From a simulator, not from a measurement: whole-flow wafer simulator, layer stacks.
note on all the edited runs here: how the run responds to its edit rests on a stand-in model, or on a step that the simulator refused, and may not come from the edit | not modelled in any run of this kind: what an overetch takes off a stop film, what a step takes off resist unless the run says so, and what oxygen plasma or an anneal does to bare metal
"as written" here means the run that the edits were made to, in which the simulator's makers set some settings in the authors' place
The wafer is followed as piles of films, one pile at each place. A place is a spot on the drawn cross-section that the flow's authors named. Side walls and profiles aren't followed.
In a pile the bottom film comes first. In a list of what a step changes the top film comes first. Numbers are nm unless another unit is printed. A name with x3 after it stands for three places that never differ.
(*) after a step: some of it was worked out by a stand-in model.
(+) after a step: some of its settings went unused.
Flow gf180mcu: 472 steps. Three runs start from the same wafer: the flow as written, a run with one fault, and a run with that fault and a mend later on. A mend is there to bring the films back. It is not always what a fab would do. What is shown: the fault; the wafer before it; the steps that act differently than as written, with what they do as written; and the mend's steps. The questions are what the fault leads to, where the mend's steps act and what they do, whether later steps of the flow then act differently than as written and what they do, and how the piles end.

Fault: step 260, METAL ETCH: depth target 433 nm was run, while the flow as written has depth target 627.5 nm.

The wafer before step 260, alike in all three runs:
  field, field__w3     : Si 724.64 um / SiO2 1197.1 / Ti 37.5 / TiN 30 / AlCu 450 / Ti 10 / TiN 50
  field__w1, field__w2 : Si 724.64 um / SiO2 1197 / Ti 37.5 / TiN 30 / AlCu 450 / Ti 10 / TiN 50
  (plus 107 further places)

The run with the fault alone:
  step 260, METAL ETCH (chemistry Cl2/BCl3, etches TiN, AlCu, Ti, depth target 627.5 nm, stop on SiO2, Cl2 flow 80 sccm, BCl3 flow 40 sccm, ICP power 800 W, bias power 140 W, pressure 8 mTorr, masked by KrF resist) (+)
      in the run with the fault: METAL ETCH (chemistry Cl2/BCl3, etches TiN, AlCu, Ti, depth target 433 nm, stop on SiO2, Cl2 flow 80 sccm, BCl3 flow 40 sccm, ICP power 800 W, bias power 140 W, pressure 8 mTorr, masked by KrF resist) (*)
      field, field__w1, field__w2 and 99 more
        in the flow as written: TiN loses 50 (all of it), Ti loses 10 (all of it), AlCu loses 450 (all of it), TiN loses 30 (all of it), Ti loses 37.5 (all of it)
        in the run with the fault: TiN loses 50 (all of it), Ti loses 10 (all of it), AlCu loses 373
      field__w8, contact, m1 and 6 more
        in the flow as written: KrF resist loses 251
        in the run with the fault: KrF resist loses 173.2
  Steps later in the flow that act otherwise than as written:
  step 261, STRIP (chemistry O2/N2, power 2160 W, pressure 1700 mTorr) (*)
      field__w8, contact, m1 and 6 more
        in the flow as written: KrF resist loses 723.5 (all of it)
        in the run with the fault: KrF resist loses 801.3 (all of it)
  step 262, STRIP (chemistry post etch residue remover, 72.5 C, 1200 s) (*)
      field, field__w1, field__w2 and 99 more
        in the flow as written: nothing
        in the run with the fault: AlCu loses 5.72
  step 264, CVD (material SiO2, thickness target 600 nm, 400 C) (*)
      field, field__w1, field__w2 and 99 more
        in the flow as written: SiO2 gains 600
        in the run with the fault: SiO2 gains 600 (new film)
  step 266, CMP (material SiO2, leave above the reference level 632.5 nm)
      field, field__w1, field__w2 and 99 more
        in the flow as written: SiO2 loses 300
        in the run with the fault: SiO2 loses 438.8
  The piles end different from the flow's at field, field__w1, field__w2 and 100 more by more than 2% or 0.5 nm, whichever is larger.
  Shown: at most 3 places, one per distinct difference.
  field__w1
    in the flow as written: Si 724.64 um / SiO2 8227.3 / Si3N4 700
    in the run with the fault: Si 724.64 um / SiO2 1197 / Ti 37.5 / TiN 30 / AlCu 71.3 / SiO2 6891.5 / Si3N4 700
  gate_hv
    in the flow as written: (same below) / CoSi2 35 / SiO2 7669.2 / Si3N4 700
    in the run with the fault: (same below) / CoSi2 35 / SiO2 638.9 / Ti 37.5 / TiN 30 / AlCu 71.3 / SiO2 6891.5 / Si3N4 700
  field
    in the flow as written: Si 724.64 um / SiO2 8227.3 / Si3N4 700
    in the run with the fault: Si 724.64 um / SiO2 1197.1 / Ti 37.5 / TiN 30 / AlCu 71.3 / SiO2 6891.5 / Si3N4 700

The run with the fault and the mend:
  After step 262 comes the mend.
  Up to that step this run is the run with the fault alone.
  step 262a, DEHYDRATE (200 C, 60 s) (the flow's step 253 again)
      alters no film at any place that is followed
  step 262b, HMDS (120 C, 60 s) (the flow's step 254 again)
      alters no film at any place that is followed
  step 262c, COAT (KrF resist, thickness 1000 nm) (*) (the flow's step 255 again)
      iso_ptap_pw, iso_ntap_nw, iso_nw_fld and 33 more
        KrF resist gains 1000 (new film)
      field_sub, field_sub__w1, field_sub__w2 and 19 more
        KrF resist gains 1002.6 (new film)
      field__w1, field__w13, p_well and 7 more
        KrF resist gains 1002.9 (new film)
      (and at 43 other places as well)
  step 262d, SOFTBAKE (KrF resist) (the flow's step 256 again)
      alters no film at any place that is followed
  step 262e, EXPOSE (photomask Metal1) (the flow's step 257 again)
      alters no film at any place that is followed
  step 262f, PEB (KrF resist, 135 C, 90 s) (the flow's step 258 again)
      field__w1, field__w2, field__w3 and 56 more
        KrF resist loses 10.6
      iso_ptap_pw, iso_ntap_nw, iso_nw_fld and 33 more
        KrF resist loses 10.5
      gate_hv, sd_p, nw_sep_fld
        KrF resist loses 10.7
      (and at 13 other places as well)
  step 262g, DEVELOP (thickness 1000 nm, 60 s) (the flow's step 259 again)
      iso_ptap_pw, iso_ntap_nw, iso_nw_fld and 33 more
        KrF resist loses 989.5 (all of it)
      field__w6, field_sub, field_sub__w1 and 20 more
        KrF resist loses 992 (all of it)
      field__w8, contact, m1 and 6 more
        KrF resist loses 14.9
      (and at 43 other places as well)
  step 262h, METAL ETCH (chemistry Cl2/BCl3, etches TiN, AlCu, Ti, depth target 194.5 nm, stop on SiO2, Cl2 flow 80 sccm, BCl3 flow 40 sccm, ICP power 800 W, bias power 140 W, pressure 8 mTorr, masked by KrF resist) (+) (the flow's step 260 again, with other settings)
      field, field__w1, field__w2 and 99 more
        AlCu loses 71.3 (all of it), TiN loses 30 (all of it), Ti loses 37.5 (all of it)
      field__w8, contact, m1 and 6 more
        KrF resist loses 77.8
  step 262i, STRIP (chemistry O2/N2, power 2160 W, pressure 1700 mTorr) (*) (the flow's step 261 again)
      field__w8
        KrF resist loses 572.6 (all of it)
      contact
        KrF resist loses 570.7 (all of it)
      m1
        KrF resist loses 573.3 (all of it)
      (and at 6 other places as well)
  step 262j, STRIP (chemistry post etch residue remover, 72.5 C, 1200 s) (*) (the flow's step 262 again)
      field__w8, contact, m1 and 6 more
        TiN loses 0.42
  Every later step of the flow that is run acts as written, at every place that is followed, to within 2% or 0.5 nm, whichever is larger.
  The piles end only slightly different from the flow's at the places that both follow, by no more than 2% or 0.5 nm, whichever is larger.
